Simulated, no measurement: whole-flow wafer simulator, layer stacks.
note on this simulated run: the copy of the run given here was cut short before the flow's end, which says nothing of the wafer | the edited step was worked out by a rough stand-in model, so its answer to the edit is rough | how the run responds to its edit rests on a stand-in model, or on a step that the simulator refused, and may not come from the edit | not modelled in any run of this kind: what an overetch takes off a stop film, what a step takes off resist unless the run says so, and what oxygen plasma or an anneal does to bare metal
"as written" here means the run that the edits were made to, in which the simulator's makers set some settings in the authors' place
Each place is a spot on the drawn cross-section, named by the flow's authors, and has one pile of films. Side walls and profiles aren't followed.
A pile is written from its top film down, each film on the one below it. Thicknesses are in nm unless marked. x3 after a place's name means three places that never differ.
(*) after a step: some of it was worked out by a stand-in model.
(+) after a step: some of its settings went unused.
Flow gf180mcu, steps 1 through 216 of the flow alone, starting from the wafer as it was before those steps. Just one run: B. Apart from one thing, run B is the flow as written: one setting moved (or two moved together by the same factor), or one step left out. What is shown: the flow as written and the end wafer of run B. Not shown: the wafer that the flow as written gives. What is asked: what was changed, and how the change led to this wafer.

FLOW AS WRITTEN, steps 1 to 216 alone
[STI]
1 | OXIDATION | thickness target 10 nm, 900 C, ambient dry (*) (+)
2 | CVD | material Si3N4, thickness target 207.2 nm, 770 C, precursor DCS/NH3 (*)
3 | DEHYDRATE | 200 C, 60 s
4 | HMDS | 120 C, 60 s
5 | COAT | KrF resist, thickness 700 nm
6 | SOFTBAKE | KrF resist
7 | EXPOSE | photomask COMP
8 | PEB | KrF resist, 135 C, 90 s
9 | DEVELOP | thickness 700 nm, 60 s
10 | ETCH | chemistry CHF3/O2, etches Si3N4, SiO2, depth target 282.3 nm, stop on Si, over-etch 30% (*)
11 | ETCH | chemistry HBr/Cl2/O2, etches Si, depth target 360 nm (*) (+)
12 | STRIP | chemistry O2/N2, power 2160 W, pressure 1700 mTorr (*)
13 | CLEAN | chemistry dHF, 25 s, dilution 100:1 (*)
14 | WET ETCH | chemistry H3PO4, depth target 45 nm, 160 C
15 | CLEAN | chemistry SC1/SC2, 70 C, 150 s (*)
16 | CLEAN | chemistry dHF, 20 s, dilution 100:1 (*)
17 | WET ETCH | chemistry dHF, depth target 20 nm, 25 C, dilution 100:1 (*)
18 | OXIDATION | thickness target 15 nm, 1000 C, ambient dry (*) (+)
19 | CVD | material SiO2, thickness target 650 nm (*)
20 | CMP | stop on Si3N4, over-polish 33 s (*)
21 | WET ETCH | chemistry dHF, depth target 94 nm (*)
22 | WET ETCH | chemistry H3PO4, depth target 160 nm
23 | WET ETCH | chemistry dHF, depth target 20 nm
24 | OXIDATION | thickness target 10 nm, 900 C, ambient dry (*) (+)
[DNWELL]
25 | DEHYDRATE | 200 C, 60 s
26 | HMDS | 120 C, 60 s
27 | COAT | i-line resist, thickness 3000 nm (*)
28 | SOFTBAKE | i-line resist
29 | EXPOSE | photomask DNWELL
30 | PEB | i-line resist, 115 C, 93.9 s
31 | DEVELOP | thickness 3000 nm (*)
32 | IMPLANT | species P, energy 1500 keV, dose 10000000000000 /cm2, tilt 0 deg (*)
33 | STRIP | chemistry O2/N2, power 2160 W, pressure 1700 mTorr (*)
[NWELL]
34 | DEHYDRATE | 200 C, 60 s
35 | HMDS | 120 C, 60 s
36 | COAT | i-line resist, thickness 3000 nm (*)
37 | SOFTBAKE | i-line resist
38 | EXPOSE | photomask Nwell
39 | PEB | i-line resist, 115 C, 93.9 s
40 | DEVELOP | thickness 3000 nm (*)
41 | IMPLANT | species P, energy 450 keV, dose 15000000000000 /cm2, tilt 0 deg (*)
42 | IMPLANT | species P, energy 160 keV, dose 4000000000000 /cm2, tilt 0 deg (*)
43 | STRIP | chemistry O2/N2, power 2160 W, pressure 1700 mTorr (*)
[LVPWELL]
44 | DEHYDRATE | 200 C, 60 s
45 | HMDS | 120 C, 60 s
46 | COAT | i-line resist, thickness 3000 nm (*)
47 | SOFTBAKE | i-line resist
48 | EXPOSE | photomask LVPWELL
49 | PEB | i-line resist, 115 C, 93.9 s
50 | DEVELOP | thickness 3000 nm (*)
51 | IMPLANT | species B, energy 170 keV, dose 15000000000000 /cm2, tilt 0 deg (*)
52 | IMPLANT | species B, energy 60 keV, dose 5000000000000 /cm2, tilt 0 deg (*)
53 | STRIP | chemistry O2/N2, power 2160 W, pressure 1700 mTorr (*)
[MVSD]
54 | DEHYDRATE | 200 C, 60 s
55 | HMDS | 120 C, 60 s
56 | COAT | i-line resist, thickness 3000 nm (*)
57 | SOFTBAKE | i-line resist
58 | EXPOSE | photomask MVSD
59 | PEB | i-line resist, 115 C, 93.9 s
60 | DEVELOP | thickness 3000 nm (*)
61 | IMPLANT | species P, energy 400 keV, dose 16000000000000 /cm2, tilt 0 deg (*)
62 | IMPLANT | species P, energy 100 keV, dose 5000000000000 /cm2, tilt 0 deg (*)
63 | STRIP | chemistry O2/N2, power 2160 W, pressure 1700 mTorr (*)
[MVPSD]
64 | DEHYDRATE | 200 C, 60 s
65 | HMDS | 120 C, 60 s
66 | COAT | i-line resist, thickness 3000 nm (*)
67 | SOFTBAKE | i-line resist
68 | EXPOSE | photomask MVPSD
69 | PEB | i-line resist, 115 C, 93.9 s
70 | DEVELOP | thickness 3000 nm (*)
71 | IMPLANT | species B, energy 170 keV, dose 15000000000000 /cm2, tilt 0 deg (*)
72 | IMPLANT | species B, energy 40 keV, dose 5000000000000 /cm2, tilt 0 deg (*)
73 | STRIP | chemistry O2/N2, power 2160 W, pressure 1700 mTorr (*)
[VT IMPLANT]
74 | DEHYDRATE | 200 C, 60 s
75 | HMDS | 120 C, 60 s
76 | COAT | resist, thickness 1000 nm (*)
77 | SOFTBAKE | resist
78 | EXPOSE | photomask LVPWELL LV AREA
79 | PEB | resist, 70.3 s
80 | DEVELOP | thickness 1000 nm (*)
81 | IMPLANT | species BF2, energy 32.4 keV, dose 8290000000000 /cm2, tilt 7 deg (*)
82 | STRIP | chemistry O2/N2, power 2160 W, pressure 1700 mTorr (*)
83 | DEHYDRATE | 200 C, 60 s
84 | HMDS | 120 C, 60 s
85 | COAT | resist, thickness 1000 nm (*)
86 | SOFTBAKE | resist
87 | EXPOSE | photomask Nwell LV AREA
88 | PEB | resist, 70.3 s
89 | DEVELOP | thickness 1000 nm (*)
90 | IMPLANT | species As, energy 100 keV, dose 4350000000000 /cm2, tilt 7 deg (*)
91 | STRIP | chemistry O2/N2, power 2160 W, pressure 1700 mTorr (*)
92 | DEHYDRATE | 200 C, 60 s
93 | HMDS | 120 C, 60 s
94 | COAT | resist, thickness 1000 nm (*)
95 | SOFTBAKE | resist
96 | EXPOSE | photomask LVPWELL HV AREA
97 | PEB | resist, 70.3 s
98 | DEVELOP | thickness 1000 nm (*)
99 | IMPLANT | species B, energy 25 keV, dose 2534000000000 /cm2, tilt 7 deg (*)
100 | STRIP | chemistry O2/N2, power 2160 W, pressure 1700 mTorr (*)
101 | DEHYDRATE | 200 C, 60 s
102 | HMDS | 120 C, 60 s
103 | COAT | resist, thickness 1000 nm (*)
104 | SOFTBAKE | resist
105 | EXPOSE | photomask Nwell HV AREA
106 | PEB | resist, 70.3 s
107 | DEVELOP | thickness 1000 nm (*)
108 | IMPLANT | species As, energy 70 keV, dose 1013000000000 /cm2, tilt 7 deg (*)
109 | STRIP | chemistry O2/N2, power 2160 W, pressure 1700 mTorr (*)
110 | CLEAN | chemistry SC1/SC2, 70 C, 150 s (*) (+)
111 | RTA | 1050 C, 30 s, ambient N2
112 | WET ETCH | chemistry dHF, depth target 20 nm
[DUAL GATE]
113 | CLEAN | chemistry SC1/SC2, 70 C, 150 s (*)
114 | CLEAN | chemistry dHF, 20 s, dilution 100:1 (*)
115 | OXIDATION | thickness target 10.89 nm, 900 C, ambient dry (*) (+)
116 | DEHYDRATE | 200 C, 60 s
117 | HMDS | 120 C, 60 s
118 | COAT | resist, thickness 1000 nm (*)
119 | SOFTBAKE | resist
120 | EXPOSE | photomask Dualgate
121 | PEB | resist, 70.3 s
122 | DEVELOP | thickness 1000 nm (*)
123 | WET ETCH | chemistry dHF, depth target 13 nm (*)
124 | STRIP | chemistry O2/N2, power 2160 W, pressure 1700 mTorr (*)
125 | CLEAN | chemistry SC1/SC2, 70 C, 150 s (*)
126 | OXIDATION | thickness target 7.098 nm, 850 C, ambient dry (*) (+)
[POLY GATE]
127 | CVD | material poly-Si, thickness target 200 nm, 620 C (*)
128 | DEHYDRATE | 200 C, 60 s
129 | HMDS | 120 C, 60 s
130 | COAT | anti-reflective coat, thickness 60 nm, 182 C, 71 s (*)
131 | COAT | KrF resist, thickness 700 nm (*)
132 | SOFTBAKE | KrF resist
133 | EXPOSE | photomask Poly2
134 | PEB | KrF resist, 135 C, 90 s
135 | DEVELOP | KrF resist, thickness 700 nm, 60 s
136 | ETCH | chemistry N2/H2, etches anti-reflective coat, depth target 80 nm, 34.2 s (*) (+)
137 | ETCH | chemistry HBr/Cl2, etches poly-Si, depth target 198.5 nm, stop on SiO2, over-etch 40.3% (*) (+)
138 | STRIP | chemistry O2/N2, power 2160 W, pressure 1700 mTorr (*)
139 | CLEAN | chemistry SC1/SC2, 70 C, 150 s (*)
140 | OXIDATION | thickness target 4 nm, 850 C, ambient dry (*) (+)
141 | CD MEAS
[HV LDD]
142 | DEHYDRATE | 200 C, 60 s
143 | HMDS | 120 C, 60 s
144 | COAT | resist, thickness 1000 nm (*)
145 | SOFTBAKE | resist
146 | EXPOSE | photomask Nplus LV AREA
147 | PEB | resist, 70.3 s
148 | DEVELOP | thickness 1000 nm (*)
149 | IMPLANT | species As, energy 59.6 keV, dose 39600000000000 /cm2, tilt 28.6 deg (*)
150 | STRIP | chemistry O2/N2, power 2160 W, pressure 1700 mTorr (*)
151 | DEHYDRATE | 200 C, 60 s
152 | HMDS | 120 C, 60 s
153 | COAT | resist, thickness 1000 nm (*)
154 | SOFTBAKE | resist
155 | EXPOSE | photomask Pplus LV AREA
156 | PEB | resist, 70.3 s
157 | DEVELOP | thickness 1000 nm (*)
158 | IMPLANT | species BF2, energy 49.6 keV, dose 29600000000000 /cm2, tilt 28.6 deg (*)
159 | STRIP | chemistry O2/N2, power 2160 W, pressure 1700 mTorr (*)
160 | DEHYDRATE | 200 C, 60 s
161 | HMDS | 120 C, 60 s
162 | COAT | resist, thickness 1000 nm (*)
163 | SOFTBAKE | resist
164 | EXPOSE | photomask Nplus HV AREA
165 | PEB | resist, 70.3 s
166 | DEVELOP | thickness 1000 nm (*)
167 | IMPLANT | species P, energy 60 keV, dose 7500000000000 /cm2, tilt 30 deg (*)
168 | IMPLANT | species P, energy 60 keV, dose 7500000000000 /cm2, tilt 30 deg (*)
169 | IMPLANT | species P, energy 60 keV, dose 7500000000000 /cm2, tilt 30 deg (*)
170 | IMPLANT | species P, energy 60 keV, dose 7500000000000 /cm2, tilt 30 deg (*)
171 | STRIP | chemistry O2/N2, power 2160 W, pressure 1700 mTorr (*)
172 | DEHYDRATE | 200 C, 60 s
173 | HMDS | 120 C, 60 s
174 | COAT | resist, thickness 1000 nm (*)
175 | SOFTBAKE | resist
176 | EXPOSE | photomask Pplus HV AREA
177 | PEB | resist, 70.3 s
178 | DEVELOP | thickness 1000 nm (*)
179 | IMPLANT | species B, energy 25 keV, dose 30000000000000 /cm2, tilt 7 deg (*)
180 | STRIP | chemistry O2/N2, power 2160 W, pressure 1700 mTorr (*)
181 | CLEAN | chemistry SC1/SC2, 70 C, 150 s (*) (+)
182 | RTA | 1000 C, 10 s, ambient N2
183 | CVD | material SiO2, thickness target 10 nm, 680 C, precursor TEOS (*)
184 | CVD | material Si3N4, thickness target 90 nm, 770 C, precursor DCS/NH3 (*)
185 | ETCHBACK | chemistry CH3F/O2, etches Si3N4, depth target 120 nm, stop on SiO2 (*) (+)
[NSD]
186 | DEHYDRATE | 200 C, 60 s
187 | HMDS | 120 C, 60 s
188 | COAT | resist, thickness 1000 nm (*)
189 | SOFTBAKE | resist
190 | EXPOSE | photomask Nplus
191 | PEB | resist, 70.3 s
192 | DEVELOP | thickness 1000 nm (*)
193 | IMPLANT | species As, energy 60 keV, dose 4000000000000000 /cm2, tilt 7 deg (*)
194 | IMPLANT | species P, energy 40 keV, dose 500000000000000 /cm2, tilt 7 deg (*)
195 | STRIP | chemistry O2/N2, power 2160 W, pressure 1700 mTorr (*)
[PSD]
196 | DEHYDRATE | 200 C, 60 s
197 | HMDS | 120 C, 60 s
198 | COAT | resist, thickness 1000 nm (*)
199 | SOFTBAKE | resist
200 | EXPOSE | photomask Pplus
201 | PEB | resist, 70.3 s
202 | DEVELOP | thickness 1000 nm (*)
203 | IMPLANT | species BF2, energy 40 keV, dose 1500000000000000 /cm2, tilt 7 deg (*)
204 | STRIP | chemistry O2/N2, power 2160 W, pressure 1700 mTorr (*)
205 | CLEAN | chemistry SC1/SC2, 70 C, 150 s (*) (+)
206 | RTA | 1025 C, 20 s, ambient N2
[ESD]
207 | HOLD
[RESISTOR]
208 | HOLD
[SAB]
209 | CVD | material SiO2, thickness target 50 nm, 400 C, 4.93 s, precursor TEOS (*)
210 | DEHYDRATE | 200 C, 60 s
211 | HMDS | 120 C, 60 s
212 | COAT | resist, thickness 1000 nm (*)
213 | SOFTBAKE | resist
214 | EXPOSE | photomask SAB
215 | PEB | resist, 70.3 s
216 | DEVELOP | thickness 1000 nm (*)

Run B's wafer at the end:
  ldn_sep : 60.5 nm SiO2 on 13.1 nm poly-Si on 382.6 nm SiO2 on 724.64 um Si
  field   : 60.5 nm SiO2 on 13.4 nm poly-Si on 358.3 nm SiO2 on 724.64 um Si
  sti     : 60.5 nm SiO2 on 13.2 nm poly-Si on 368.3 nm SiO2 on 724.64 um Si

The reason: step 127, CVD: thickness target 295 nm was run, while the flow as written has thickness target 200 nm.

Step by step, how the change led to this:
  127 | CVD | material poly-Si, thickness target 200 nm, 620 C (*)
      field, field__w1, field__w2 and 89 more: poly-Si gains 295 (new film) (as written it would have been: poly-Si gains 200 (new film))
  137 | ETCH | chemistry HBr/Cl2, etches poly-Si, depth target 198.5 nm, stop on SiO2, over-etch 40.3% (*) (+)
      field__w3, field__w12, field_sub and 14 more: poly-Si loses 278.5 (as written it would have been: poly-Si loses 199 (all of it), SiO2 loses 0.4)
      field__w6, sti, m1 and 11 more: poly-Si loses 278.5 (as written it would have been: poly-Si loses 198.8 (all of it), SiO2 loses 0.4)
      (and at 33 other places as well)
  138 | STRIP | chemistry O2/N2, power 2160 W, pressure 1700 mTorr (*)
      field, field__w1, field__w2 and 61 more: chemical SiO2 gains 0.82 (new film), poly-Si loses 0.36 (as written it would have been: nothing)
  139 | CLEAN | chemistry SC1/SC2, 70 C, 150 s (*)
      field, field__w1, field__w2 and 34 more: chemical SiO2 loses 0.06, poly-Si loses 0.27 (as written it would have been: SiO2 loses 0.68)
  140 | OXIDATION | thickness target 4 nm, 850 C, ambient dry (*) (+)
      field, field__w1, field__w2 and 21 more: SiO2 gains 4 (new film), chemical SiO2 loses 0.76 (all of it), poly-Si loses 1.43 (as written it would have been: SiO2 gains 0.15, Si loses 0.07)
      active_hv, active_nat, ld_sd_n and 11 more: SiO2 gains 4 (new film), chemical SiO2 loses 0.76 (all of it), poly-Si loses 1.43 (as written it would have been: SiO2 gains 0.96, Si loses 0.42)
      (and at 26 other places as well)
  144 | COAT | resist, thickness 1000 nm (*)
      polyc_n, polyc_p: resist gains 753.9 (new film) (as written it would have been: resist gains 817.8 (new film))
      field_sub__w4: resist gains 1070.5 (new film) (as written it would have been: resist gains 1047.7 (new film))
      (and at 30 other places as well)
  145 | SOFTBAKE | resist
      field: resist gains 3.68 (as written it would have been: resist loses 0.3)
      active_hv: resist loses 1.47 (as written it would have been: resist gains 0.44)
      (and at 74 other places as well)
  147 | PEB | resist, 70.3 s
      polyc_n, polyc_n_rim, polyc_p, polyc_p_rim: resist loses 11 (as written it would have been: resist loses 12.2)
      ldn_ch, ldn_acc, ldp_ch, ldp_acc: resist loses 11.9 (as written it would have been: resist loses 13)
      (and at 27 other places as well)
  148 | DEVELOP | thickness 1000 nm (*)
      gate: resist loses 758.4 (all of it) (as written it would have been: resist loses 822.7 (all of it))
      npoly_u: resist loses 759.2 (all of it) (as written it would have been: resist loses 821.5 (all of it))
      (and at 3 other places as well)
  150 | STRIP | chemistry O2/N2, power 2160 W, pressure 1700 mTorr (*)
      field: resist loses 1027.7 (all of it) (as written it would have been: resist loses 1003.8 (all of it))
      field_sub__w4: resist loses 1053.3 (all of it) (as written it would have been: resist loses 1030.9 (all of it))
      (and at 26 other places as well)
  153 | COAT | resist, thickness 1000 nm (*)
      polyc_n, polyc_p: resist gains 753.9 (new film) (as written it would have been: resist gains 817.8 (new film))
      field_sub__w4: resist gains 1070.5 (new film) (as written it would have been: resist gains 1047.7 (new film))
      (and at 30 other places as well)
  154 | SOFTBAKE | resist
      field: resist gains 3.68 (as written it would have been: resist loses 0.3)
      active_hv: resist loses 1.47 (as written it would have been: resist gains 0.44)
      (and at 74 other places as well)
  156 | PEB | resist, 70.3 s
      polyc_n, polyc_n_rim, polyc_p, polyc_p_rim: resist loses 11 (as written it would have been: resist loses 12.2)
      ldn_ch, ldn_acc, ldp_ch, ldp_acc: resist loses 11.9 (as written it would have been: resist loses 13)
      (and at 27 other places as well)
  157 | DEVELOP | thickness 1000 nm (*)
      gate_p: resist loses 765.8 (all of it) (as written it would have been: resist loses 828.7 (all of it))
      ppoly_u: resist loses 767 (all of it) (as written it would have been: resist loses 827 (all of it))
      (and at 3 other places as well)
  159 | STRIP | chemistry O2/N2, power 2160 W, pressure 1700 mTorr (*)
      field: resist loses 1027.7 (all of it) (as written it would have been: resist loses 1003.8 (all of it))
      field_sub__w4: resist loses 1053.3 (all of it) (as written it would have been: resist loses 1030.9 (all of it))
      (and at 26 other places as well)
  162 | COAT | resist, thickness 1000 nm (*)
      polyc_n, polyc_p: resist gains 753.9 (new film) (as written it would have been: resist gains 817.8 (new film))
      field_sub__w4: resist gains 1070.5 (new film) (as written it would have been: resist gains 1047.7 (new film))
      (and at 30 other places as well)
  ... 23 further steps ...
  216 | DEVELOP | thickness 1000 nm (*)
      field__w3, field__w12: resist loses 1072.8 (all of it) (as written it would have been: resist loses 1049.4 (all of it))
      field__w2: resist loses 1058.9 (all of it) (as written it would have been: resist loses 1035.2 (all of it))
      (and at 43 other places as well)
